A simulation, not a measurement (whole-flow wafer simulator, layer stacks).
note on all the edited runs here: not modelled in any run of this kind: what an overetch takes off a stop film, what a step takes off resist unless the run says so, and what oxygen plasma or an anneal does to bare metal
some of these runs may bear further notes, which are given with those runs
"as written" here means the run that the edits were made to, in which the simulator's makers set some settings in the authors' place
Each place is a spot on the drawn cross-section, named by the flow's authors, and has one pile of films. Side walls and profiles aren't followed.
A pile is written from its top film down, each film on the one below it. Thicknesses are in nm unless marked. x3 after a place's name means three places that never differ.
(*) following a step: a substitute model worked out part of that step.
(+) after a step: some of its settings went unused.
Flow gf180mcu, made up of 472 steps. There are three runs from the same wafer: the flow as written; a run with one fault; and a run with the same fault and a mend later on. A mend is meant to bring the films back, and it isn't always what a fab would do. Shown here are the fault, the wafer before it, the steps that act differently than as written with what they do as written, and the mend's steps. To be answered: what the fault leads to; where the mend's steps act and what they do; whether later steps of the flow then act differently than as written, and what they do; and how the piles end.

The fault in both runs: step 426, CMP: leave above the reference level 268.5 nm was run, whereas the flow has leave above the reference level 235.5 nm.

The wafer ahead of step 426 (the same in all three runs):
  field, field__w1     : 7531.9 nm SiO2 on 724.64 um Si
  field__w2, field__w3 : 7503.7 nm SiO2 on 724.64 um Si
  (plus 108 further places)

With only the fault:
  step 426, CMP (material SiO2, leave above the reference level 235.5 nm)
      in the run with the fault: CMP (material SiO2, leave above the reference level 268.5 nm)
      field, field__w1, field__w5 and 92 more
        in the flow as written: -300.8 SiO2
        in the run with the fault: -267.8 SiO2
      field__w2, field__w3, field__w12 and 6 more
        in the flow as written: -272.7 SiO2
        in the run with the fault: -239.7 SiO2
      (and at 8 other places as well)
  Later steps of the flow acting differently than as written (2 other steps are not shown; they differ only slightly, by no more than 2% or 0.5 nm, whichever is larger):
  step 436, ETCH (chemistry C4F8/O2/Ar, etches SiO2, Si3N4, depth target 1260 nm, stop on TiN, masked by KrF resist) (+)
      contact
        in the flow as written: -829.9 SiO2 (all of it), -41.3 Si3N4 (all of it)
        in the run with the fault: -862.9 SiO2 (all of it), -41.3 Si3N4 (all of it)
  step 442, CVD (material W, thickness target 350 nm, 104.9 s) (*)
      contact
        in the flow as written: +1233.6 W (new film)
        in the run with the fault: +1266.8 W (new film)
  By the end, the piles at field__w8, contact, m1, m1__w1, mim, m1_nw depart from the flow's by more than 2% or 0.5 nm, whichever is larger.
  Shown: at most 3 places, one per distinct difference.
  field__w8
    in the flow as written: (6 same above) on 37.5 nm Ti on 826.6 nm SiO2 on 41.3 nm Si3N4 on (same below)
    in the run with the fault: (6 same above) on 37.5 nm Ti on 859.6 nm SiO2 on 41.3 nm Si3N4 on (same below)
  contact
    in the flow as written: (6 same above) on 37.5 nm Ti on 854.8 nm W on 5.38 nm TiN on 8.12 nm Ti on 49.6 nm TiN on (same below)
    in the run with the fault: (6 same above) on 37.5 nm Ti on 888 nm W on 5.28 nm TiN on 7.97 nm Ti on 49.6 nm TiN on (same below)
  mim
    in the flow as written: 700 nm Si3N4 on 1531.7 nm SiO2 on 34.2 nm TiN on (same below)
    in the run with the fault: 700 nm Si3N4 on 1564.7 nm SiO2 on 34.2 nm TiN on (same below)

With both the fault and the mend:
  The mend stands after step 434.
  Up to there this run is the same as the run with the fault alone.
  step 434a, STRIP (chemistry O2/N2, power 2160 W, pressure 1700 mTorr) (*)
      field, field__w1, field__w2 and 108 more
        -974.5 KrF resist (all of it), -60 anti-reflective coat (all of it)
      contact
        -60 anti-reflective coat (all of it)
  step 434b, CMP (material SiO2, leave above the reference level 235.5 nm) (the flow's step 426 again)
      field, field__w1, field__w2 and 109 more
        -33 SiO2
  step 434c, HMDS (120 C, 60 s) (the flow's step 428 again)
      does not change any film at any place that is followed
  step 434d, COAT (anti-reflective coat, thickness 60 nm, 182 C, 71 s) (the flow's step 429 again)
      field, field__w1, field__w2 and 109 more
        +60 anti-reflective coat (new film)
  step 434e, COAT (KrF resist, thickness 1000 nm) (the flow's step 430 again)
      field, field__w1, field__w2 and 109 more
        +1000 KrF resist (new film)
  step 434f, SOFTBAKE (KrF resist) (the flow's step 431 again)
      does not change any film at any place that is followed
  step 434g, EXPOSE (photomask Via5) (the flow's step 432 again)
      does not change any film at any place that is followed
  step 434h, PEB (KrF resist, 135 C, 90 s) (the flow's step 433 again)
      field, field__w1, field__w2 and 109 more
        -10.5 KrF resist
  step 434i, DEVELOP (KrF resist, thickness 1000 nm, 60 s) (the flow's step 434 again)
      field, field__w1, field__w2 and 108 more
        -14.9 KrF resist
      contact
        -989.5 KrF resist (all of it)
  Later steps of the flow that are run all act as written at every place that is followed.
  At every place that both follow, the piles at the end match the flow's.
